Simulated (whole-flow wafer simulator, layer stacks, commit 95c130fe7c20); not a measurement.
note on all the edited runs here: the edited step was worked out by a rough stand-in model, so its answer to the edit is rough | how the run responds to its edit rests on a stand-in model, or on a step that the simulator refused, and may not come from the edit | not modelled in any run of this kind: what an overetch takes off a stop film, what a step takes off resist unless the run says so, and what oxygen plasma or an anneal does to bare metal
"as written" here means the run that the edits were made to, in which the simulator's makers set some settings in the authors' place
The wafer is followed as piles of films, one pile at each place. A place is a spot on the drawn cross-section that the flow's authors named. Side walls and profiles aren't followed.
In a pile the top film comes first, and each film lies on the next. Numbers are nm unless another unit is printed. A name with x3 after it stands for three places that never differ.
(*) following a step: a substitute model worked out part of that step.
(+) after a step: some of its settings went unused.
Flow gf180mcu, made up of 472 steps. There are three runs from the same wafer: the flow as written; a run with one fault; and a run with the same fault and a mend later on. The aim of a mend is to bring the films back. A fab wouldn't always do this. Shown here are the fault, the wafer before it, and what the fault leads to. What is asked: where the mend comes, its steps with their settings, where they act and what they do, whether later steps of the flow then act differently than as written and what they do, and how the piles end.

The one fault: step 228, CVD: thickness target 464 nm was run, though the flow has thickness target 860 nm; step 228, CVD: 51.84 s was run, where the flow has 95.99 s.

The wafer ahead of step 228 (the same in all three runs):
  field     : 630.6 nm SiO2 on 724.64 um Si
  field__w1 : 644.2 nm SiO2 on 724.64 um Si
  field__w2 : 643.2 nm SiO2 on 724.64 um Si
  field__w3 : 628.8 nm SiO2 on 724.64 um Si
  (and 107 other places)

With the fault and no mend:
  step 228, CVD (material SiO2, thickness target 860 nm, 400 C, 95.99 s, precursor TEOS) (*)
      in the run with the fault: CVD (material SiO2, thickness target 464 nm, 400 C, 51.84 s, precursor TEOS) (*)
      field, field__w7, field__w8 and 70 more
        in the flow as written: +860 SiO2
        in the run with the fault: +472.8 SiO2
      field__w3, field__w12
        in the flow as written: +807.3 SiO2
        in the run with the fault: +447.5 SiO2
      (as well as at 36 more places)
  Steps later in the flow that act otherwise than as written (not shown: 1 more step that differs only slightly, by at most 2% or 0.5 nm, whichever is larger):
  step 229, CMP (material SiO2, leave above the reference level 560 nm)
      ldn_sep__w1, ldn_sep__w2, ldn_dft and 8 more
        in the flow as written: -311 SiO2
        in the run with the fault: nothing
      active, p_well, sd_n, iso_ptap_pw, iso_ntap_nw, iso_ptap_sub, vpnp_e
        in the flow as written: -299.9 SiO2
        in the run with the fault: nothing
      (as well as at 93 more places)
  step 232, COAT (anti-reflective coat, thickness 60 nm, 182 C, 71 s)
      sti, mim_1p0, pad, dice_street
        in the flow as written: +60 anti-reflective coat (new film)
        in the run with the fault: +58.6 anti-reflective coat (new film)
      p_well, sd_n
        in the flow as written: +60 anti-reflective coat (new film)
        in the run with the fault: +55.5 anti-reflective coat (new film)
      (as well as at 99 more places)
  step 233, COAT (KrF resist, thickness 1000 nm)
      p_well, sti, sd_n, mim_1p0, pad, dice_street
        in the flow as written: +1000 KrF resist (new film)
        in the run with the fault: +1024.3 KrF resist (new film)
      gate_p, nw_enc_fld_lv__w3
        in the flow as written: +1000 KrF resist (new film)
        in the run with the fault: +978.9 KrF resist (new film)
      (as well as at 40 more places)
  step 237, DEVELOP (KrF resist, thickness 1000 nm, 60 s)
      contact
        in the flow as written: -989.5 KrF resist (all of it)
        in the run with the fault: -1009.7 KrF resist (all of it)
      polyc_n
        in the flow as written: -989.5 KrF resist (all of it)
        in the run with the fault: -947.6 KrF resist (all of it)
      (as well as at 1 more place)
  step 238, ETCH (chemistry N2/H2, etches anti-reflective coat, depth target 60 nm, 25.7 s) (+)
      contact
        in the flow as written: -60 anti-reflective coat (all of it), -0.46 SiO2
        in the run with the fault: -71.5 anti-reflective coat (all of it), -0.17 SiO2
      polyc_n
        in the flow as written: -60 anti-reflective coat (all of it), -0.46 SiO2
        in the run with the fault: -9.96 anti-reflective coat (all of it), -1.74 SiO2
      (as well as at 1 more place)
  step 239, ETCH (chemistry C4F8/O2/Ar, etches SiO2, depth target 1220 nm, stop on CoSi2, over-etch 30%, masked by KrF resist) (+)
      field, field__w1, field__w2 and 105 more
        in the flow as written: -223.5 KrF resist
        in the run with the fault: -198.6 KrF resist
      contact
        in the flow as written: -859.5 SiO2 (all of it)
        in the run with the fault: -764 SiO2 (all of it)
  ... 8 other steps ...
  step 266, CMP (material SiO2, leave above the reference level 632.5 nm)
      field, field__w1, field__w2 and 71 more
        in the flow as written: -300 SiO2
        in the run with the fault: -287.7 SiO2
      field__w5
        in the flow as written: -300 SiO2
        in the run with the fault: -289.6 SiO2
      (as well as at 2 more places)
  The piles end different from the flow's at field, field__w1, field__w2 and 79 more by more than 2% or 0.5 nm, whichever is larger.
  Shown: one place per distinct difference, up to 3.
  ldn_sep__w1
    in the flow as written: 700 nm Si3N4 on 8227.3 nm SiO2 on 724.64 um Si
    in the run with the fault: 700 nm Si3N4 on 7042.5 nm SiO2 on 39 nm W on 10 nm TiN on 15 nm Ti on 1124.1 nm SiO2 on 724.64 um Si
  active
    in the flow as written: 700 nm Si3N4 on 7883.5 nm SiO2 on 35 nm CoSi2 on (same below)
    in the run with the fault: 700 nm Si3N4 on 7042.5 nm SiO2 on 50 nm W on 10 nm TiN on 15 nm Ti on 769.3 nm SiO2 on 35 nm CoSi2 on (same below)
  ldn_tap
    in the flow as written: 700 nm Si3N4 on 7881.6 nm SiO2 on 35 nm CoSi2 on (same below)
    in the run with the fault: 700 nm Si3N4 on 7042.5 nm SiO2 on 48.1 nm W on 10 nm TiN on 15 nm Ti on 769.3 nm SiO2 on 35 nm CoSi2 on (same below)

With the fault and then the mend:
  The mend stands after step 228.
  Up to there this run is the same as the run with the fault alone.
  step 228a, CVD (material SiO2, thickness target 396 nm, 400 C, 44.2 s, precursor TEOS) (*) (the flow's step 228, run once more with other settings)
      field, field__w7, field__w8 and 72 more
        +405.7 SiO2
      field__w1, contact, active_hv
        +398.1 SiO2
      field_sub__w1, field_sub__w4, field_sub__w5
        +395.1 SiO2
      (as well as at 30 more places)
  Steps later in the flow that act otherwise than as written (not shown: 2 more steps that differ only slightly, by at most 2% or 0.5 nm, whichever is larger):
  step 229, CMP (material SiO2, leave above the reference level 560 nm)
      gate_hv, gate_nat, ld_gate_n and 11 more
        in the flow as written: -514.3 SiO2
        in the run with the mend: -532.8 SiO2
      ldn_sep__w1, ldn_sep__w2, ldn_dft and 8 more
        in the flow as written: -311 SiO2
        in the run with the mend: -329.5 SiO2
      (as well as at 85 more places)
  When the end is reached, the piles differ only a little from the flow's at the places that both follow, at most by 2% or 0.5 nm, whichever is larger.
